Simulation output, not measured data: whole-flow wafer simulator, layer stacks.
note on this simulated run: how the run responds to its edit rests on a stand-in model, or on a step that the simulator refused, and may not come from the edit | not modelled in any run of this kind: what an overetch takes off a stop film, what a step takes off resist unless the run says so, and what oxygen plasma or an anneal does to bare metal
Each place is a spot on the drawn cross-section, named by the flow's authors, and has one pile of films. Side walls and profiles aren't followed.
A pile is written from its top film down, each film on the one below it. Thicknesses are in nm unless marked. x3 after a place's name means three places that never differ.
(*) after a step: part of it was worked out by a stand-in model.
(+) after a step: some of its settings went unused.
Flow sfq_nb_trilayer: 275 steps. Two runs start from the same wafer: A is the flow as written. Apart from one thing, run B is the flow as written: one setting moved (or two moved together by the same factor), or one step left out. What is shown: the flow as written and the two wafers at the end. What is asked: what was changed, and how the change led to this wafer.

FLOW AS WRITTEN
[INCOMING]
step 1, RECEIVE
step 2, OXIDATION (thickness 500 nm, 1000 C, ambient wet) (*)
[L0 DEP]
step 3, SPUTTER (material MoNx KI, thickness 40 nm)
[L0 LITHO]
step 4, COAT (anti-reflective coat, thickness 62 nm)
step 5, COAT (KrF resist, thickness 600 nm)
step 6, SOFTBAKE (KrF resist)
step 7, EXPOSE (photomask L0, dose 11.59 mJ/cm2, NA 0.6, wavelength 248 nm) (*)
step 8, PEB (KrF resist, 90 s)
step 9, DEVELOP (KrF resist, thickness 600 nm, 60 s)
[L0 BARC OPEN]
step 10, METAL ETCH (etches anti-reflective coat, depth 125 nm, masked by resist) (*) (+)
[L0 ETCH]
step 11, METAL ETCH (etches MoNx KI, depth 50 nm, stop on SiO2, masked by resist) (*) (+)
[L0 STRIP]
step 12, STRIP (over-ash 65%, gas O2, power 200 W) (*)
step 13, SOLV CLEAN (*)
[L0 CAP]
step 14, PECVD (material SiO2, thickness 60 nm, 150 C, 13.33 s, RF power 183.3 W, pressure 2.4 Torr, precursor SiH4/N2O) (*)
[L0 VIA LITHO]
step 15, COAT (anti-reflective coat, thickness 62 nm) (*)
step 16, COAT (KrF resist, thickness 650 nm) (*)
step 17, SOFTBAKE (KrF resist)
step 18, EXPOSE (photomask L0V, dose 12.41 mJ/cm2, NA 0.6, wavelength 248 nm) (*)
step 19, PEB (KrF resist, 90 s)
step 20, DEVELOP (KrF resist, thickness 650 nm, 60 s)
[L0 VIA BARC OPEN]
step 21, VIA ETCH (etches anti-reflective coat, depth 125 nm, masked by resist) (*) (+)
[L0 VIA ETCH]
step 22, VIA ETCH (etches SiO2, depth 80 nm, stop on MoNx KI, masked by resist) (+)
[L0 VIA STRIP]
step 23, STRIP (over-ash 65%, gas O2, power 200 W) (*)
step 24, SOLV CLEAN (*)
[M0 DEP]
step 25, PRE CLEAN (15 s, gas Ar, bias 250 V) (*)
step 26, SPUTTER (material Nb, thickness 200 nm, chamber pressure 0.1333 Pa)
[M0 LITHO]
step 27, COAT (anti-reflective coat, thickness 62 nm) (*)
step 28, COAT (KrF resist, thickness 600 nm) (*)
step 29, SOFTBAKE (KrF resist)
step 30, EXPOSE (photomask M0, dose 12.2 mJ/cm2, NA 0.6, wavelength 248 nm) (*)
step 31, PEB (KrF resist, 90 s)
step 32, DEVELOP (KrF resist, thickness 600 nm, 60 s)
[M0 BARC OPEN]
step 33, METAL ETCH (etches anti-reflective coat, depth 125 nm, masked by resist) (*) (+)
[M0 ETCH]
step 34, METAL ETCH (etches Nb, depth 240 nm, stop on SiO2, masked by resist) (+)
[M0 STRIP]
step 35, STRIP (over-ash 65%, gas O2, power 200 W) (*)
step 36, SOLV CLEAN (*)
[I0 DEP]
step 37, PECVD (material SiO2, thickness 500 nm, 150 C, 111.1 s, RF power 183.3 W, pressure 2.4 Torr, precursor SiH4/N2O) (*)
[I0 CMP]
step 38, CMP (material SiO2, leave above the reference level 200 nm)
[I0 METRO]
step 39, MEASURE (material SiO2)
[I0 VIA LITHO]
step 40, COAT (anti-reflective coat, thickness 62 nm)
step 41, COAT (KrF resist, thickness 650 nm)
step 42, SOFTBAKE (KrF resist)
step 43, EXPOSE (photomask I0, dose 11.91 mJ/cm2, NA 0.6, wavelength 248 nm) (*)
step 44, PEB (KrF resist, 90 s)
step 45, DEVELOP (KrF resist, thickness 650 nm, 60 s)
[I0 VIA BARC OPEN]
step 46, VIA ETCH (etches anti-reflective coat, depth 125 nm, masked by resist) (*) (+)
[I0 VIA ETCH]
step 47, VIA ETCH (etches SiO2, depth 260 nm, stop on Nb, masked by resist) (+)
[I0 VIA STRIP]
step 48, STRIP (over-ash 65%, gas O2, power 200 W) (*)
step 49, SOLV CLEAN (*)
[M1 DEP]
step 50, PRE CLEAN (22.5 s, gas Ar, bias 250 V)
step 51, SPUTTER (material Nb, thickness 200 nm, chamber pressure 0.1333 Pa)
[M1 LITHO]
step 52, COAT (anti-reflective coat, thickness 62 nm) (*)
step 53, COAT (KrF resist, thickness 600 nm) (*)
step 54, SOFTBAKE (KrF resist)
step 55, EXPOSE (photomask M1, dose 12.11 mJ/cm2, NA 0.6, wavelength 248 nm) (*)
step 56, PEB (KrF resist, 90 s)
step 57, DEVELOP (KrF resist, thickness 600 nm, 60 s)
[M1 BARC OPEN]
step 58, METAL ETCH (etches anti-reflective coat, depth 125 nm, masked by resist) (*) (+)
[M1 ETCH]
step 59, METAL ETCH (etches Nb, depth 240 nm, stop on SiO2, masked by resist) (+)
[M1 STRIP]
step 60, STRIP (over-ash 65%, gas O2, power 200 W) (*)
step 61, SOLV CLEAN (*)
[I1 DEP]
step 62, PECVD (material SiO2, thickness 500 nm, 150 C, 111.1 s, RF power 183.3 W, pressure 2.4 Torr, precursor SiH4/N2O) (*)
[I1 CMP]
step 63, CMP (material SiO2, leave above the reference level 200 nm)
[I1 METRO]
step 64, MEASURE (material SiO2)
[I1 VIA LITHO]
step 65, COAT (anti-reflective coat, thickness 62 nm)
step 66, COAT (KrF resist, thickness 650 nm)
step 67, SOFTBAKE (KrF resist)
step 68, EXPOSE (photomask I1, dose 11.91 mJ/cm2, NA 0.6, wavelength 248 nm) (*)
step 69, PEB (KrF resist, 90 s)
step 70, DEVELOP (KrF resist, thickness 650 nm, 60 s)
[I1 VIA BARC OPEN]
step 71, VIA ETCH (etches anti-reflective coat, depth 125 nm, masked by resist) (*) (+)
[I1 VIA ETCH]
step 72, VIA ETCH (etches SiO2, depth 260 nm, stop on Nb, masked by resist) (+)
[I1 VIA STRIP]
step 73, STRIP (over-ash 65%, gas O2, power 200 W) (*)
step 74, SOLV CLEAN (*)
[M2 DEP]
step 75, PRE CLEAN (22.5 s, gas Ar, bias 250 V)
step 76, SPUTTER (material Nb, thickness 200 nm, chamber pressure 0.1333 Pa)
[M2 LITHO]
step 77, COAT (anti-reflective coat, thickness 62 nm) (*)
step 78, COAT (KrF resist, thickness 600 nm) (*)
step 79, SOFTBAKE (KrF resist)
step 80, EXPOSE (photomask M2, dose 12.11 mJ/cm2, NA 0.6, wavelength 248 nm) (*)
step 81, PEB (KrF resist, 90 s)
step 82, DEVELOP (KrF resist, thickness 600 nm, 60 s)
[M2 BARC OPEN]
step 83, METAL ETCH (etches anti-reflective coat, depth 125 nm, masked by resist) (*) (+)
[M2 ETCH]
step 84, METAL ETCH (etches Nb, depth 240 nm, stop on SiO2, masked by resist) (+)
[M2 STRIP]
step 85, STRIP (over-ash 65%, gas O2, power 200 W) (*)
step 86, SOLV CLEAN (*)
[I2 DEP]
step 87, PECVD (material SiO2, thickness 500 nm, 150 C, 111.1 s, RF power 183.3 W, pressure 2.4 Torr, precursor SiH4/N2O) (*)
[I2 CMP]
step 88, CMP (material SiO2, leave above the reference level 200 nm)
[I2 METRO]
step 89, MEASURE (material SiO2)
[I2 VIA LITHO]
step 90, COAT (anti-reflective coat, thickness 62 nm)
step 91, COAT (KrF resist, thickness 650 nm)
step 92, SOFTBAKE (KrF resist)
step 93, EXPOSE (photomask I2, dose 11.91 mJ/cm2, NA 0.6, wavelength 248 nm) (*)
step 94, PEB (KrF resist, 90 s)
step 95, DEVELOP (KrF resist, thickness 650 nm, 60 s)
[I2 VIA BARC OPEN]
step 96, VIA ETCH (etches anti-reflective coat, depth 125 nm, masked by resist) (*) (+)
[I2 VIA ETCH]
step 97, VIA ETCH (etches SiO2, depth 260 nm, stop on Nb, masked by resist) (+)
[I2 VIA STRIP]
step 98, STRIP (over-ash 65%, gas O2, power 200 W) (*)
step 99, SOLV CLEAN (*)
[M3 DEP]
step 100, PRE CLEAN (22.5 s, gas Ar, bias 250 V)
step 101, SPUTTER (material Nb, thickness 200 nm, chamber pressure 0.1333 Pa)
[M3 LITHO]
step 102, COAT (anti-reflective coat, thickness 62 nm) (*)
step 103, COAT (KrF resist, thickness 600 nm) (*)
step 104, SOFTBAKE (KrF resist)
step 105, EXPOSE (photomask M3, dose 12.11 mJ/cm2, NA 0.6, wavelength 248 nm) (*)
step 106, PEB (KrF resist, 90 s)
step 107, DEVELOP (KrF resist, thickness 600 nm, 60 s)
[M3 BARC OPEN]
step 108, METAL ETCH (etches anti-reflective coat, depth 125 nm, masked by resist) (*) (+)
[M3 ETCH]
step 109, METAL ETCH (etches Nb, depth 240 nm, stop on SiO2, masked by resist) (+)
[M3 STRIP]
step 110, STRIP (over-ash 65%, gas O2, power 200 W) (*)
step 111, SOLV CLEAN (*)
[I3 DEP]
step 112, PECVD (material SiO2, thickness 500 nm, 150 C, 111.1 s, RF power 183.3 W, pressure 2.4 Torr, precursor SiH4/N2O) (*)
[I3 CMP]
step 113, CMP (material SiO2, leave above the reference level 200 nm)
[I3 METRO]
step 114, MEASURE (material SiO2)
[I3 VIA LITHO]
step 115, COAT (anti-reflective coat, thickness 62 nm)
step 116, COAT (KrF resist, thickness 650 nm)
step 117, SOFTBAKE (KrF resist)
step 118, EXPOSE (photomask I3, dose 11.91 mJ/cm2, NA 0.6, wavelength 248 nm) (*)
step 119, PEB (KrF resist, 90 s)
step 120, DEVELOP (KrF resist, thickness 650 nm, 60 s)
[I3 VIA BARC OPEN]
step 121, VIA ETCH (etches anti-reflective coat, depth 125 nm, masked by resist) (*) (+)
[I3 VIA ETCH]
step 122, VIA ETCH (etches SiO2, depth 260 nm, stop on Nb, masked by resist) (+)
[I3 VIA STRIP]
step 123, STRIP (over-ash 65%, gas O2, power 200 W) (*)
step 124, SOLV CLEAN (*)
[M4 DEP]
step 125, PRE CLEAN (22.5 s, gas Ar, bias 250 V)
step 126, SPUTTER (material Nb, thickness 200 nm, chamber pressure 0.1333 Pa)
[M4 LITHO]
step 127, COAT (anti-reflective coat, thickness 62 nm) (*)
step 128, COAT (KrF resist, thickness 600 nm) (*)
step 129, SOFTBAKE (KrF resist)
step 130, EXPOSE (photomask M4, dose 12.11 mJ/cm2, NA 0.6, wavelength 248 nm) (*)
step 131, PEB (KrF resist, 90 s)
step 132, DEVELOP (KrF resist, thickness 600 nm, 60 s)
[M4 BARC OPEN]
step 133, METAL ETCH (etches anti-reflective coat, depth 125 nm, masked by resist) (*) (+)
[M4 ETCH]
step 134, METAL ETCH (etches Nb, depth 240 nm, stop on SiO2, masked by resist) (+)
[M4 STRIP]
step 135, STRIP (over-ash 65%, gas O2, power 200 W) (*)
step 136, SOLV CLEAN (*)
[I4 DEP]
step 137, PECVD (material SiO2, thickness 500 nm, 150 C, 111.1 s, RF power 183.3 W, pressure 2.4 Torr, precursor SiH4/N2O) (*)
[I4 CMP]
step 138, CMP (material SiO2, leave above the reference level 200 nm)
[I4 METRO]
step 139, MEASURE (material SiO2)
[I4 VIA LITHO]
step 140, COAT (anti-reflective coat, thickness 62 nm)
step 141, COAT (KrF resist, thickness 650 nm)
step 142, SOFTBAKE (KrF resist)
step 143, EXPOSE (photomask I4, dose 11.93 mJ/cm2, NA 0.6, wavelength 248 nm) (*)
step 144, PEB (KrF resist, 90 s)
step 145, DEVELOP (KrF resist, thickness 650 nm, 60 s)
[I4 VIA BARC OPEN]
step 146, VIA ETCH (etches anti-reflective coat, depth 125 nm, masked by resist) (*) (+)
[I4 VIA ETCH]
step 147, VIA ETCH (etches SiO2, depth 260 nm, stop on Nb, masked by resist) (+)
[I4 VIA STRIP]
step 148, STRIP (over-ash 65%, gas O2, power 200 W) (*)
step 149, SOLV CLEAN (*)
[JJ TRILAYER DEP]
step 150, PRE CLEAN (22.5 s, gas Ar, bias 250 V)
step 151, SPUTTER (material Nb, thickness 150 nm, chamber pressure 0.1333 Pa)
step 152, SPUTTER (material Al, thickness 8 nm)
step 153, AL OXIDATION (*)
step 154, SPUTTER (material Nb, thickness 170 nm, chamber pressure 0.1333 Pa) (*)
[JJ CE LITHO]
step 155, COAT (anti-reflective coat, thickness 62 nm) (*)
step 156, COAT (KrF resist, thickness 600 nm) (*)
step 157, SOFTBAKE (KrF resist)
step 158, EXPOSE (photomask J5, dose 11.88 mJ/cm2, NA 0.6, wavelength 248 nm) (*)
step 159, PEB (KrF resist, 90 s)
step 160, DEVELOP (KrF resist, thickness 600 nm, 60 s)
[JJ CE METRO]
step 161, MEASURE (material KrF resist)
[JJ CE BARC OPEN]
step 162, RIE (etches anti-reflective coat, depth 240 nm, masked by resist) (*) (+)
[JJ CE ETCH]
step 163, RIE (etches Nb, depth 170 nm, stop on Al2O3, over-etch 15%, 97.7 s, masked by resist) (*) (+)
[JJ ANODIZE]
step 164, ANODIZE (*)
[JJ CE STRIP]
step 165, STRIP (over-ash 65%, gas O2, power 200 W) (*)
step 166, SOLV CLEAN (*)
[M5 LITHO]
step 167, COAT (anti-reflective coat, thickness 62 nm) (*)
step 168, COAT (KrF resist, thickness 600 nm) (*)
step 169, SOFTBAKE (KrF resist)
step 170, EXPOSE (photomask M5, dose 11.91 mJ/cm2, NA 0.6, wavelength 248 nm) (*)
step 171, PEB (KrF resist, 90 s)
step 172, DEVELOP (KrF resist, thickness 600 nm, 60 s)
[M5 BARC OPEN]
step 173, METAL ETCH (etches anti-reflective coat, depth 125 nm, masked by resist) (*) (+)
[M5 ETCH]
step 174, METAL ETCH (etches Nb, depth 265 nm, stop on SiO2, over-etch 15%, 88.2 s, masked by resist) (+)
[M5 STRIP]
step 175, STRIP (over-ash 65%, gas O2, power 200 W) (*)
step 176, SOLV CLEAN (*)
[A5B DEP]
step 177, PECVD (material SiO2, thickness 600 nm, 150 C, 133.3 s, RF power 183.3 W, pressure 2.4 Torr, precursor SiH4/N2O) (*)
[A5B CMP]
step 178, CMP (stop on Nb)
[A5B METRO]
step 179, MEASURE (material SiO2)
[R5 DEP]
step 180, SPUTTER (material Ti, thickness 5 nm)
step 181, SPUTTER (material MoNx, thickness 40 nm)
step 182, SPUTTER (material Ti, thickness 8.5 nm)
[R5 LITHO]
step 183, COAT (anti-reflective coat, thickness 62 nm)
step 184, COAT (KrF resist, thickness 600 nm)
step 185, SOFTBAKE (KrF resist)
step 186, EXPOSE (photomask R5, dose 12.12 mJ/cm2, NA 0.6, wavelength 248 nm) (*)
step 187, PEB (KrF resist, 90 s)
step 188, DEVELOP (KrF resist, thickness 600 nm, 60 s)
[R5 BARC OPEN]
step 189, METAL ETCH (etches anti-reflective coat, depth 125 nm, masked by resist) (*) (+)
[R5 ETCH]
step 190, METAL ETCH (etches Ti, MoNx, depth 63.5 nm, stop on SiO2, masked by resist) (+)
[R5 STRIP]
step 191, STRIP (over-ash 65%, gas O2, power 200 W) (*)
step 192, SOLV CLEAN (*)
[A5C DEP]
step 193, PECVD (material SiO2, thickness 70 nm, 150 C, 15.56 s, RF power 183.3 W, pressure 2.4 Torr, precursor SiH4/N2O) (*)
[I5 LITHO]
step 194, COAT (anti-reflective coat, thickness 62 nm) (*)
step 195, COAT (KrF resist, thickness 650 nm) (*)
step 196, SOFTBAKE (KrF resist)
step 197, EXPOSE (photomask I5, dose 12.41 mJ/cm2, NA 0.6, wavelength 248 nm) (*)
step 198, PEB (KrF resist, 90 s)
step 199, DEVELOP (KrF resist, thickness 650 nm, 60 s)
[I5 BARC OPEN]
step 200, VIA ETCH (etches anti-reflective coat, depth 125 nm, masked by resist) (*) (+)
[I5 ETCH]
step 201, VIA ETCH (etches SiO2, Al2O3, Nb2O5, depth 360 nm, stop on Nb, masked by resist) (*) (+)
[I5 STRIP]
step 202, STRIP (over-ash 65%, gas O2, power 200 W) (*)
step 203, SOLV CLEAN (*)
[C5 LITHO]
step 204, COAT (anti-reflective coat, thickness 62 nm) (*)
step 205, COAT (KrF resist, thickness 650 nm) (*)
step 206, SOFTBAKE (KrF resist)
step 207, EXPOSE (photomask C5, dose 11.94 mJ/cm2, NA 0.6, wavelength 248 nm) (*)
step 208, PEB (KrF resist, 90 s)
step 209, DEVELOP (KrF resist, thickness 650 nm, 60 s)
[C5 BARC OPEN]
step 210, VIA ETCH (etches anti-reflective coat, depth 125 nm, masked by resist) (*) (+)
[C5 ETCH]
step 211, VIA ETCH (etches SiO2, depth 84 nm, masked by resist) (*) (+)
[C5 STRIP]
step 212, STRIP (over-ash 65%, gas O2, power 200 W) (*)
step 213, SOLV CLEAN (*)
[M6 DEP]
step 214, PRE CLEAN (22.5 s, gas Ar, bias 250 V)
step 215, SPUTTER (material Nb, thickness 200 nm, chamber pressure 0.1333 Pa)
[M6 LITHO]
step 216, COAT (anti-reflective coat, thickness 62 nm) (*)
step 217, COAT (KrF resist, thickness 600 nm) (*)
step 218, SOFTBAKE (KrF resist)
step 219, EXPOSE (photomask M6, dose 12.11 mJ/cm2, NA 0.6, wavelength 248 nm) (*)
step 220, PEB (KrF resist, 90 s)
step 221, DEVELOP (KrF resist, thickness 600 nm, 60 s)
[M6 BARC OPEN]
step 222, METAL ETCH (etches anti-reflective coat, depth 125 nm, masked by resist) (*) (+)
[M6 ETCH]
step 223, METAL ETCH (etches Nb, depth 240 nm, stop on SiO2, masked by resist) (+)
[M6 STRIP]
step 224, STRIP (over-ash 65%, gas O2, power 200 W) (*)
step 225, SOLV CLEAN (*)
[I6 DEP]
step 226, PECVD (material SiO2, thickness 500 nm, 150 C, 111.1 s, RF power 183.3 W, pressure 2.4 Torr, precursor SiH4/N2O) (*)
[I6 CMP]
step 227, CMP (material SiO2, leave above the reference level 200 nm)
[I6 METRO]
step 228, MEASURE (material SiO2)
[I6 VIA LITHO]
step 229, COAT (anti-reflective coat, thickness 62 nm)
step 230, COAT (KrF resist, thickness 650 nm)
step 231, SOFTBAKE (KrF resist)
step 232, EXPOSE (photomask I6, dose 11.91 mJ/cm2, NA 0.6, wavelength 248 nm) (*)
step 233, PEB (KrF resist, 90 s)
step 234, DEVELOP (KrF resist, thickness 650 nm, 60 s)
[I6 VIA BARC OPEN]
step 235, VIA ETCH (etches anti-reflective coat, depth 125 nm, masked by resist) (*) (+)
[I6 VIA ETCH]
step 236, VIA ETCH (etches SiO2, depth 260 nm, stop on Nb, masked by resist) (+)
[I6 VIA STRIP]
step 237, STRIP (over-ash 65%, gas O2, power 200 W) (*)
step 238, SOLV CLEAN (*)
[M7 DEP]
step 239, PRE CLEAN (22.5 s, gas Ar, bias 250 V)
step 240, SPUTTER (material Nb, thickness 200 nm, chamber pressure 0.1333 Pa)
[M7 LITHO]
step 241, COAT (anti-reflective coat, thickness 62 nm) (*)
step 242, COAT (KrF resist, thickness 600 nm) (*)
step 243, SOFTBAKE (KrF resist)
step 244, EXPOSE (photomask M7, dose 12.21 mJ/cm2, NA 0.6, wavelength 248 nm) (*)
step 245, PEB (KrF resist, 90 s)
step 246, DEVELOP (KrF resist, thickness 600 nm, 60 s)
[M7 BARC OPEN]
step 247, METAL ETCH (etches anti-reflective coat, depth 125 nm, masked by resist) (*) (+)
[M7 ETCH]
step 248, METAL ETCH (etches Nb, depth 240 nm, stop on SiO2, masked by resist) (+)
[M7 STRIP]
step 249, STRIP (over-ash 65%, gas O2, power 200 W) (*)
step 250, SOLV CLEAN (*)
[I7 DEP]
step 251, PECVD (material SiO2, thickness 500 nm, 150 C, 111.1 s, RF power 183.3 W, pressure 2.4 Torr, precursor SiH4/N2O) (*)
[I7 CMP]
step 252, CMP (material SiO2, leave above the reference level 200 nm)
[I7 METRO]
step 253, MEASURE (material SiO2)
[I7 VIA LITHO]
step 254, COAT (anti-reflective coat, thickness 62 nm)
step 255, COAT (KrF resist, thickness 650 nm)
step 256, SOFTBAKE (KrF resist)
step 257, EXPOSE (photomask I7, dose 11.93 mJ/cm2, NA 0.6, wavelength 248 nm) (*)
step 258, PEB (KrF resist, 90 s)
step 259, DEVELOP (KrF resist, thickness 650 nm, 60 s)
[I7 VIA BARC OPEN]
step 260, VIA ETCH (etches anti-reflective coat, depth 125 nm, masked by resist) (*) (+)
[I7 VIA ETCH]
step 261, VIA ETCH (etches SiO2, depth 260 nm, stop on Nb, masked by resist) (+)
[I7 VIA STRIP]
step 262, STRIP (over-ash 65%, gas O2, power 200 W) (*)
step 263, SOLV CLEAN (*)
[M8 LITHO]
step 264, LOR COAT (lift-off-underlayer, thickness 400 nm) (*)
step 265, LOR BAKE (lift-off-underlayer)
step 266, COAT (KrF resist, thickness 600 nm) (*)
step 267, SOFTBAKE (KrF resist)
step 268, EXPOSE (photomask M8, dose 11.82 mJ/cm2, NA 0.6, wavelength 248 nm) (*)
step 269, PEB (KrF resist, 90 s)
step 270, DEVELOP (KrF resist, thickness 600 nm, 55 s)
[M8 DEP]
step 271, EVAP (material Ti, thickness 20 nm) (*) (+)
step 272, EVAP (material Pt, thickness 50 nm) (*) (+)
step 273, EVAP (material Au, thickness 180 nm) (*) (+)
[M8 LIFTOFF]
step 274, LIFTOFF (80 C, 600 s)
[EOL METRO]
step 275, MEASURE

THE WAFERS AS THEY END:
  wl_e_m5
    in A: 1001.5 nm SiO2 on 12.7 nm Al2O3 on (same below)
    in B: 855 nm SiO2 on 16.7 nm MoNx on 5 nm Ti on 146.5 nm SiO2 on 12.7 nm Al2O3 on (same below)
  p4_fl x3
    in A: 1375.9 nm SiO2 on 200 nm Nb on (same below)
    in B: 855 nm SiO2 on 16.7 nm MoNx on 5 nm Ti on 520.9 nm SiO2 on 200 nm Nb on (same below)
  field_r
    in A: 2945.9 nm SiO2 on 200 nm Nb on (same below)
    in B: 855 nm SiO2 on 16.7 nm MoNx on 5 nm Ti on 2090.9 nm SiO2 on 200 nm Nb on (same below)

The reason: step 190, METAL ETCH: depth 31.8 nm was run, though the flow has depth 63.5 nm.

How this came from the change, step by step:
  step 190, METAL ETCH (etches Ti, MoNx, depth 63.5 nm, stop on SiO2, masked by resist) (+)
      field_l, v_sur, via_wl and 92 more: A Ti loses 8.5 (all of it), MoNx loses 40 (all of it), Ti loses 5 (all of it) | B Ti loses 8.5 (all of it), MoNx loses 23.3
      ce_l, c5j, ce_r, wl_jj: A Ti loses 8.5 (all of it), MoNx loses 40 (all of it), Ti loses 5 (all of it), Nb loses 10 | B Ti loses 8.5 (all of it), MoNx loses 23.3
      (as well as at 7 more places)
  step 191, STRIP (over-ash 65%, gas O2, power 200 W) (*)
      be_r, r_sur, res, r_end, r5r_line_l, r5r_line_c, r5r_line_r: A KrF resist loses 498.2 (all of it), anti-reflective coat loses 62 (all of it) | B KrF resist loses 510.8 (all of it), anti-reflective coat loses 62 (all of it)
  step 193, PECVD (material SiO2, thickness 70 nm, 150 C, 15.56 s, RF power 183.3 W, pressure 2.4 Torr, precursor SiH4/N2O) (*)
      field_l, v_sur, via_wl and 92 more: A SiO2 gains 70 | B SiO2 gains 70 (new film)
  step 194, COAT (anti-reflective coat, thickness 62 nm) (*)
      wl_j_sl, wl_j_sr: A anti-reflective coat gains 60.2 (new film) | B anti-reflective coat gains 62 (new film)
      r5r_spacepad_l, r5r_spacepad_r: A anti-reflective coat gains 84.4 (new film) | B anti-reflective coat gains 75.1 (new film)
      (as well as at 15 more places)
  step 201, VIA ETCH (etches SiO2, Al2O3, Nb2O5, depth 360 nm, stop on Nb, masked by resist) (*) (+)
      be: A SiO2 loses 216.4 (all of it), Al2O3 loses 12.7 (all of it), Nb2O5 loses 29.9 (all of it) | B SiO2 loses 69.8 (all of it), MoNx loses 16.7 (all of it), Ti loses 5 (all of it), SiO2 loses 146.5 (all of it), Al2O3 loses 12.7 (all of it), Nb2O5 loses 29.9 (all of it)
  step 202, STRIP (over-ash 65%, gas O2, power 200 W) (*)
      wl_j_sl, wl_j_sr: A KrF resist loses 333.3 (all of it), anti-reflective coat loses 60.2 (all of it) | B KrF resist loses 333.2 (all of it), anti-reflective coat loses 62 (all of it)
      r5r_spacepad_l, r5r_spacepad_r: A KrF resist loses 335.6 (all of it), anti-reflective coat loses 84.4 (all of it) | B KrF resist loses 334.7 (all of it), anti-reflective coat loses 75.1 (all of it)
      (as well as at 15 more places)
  step 204, COAT (anti-reflective coat, thickness 62 nm) (*)
      wl_j_sl, wl_j_sr: A anti-reflective coat gains 60.2 (new film) | B anti-reflective coat gains 62 (new film)
      r5r_spacepad_l, r5r_spacepad_r: A anti-reflective coat gains 84.4 (new film) | B anti-reflective coat gains 75.1 (new film)
      (as well as at 17 more places)
  step 210, VIA ETCH (etches anti-reflective coat, depth 125 nm, masked by resist) (*) (+)
      field_l, v_sur, via_wl and 101 more: A KrF resist loses 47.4 | B KrF resist loses 48.9
      c5j: A anti-reflective coat loses 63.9 (all of it), SiO2 loses 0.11 | B anti-reflective coat loses 61.2 (all of it), SiO2 loses 0.13
      (as well as at 1 more place)
  step 211, VIA ETCH (etches SiO2, depth 84 nm, masked by resist) (*) (+)
      c5j: A SiO2 loses 69.9 (all of it), Nb loses 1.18 | B SiO2 loses 69.9 (all of it)
  step 212, STRIP (over-ash 65%, gas O2, power 200 W) (*)
      wl_j_sl, wl_j_sr: A KrF resist loses 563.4 (all of it), anti-reflective coat loses 60.2 (all of it) | B KrF resist loses 561.7 (all of it), anti-reflective coat loses 62 (all of it)
      r5r_spacepad_l, r5r_spacepad_r: A KrF resist loses 565.8 (all of it), anti-reflective coat loses 84.4 (all of it) | B KrF resist loses 563.2 (all of it), anti-reflective coat loses 75.1 (all of it)
      (as well as at 15 more places)
  step 214, PRE CLEAN (22.5 s, gas Ar, bias 250 V)
      c5j: A Nb loses 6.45 | B MoNx loses 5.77
  step 215, SPUTTER (material Nb, thickness 200 nm, chamber pressure 0.1333 Pa)
      c5j: A Nb gains 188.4 | B Nb gains 189.1 (new film)
      be: A Nb gains 147.3 | B Nb gains 142.5
  step 216, COAT (anti-reflective coat, thickness 62 nm) (*)
      r5r_line_l, r5r_line_c, r5r_line_r: A anti-reflective coat gains 50 (new film) | B anti-reflective coat gains 53.9 (new film)
      wl_j_sl, wl_j_sr: A anti-reflective coat gains 60.2 (new film) | B anti-reflective coat gains 62 (new film)
      (as well as at 16 more places)
  step 217, COAT (KrF resist, thickness 600 nm) (*)
      be: A KrF resist gains 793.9 (new film) | B KrF resist gains 812.4 (new film)
  step 222, METAL ETCH (etches anti-reflective coat, depth 125 nm, masked by resist) (*) (+)
      r5r_line_l, r5r_line_c, r5r_line_r: A anti-reflective coat loses 50 (all of it) | B anti-reflective coat loses 53.9 (all of it)
      r5r_spacepad_l, r5r_spacepad_r: A anti-reflective coat loses 85.7 (all of it) | B anti-reflective coat loses 75.5 (all of it)
      (as well as at 2 more places)
  step 224, STRIP (over-ash 65%, gas O2, power 200 W) (*)
      wl_j_sl, wl_j_sr: A KrF resist loses 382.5 (all of it), anti-reflective coat loses 60.2 (all of it) | B KrF resist loses 382.4 (all of it), anti-reflective coat loses 62 (all of it)
      wire: A KrF resist loses 369.8 (all of it), anti-reflective coat loses 48.3 (all of it) | B KrF resist loses 368 (all of it), anti-reflective coat loses 47.3 (all of it)
      (as well as at 11 more places)
  ... 1 other step ...
  step 227, CMP (material SiO2, leave above the reference level 200 nm)
      ce_l, ce_r, wl_jj: A SiO2 loses 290 | B SiO2 loses 300
      be_r, r_sur, r_end: A SiO2 loses 353.5 | B SiO2 loses 331.8
      (as well as at 7 more places)
With metal films that touch counted as one body, wl_e_m5 has 7 bodies (between them, from the top down: SiO2 146.5 / Al2O3 12.7 / Nb2O5 29.9; SiO2 192.5; SiO2 192.5; SiO2 192.5; SiO2 192.5; SiO2 192.5); the flow as written gives 6 bodies (between them, from the top down: SiO2 192.5; SiO2 192.5; SiO2 192.5; SiO2 192.5; SiO2 192.5).
With metal films that touch counted as one body, p4_fl x3 has 3 bodies (between them, from the top down: SiO2 520.9; SiO2 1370); the flow as written gives 2 bodies (between them, from the top down: SiO2 1370).
With metal films that touch counted as one body, field_r has 2 bodies (between them, from the top down: SiO2 2090.9); the flow as written gives 1 body.
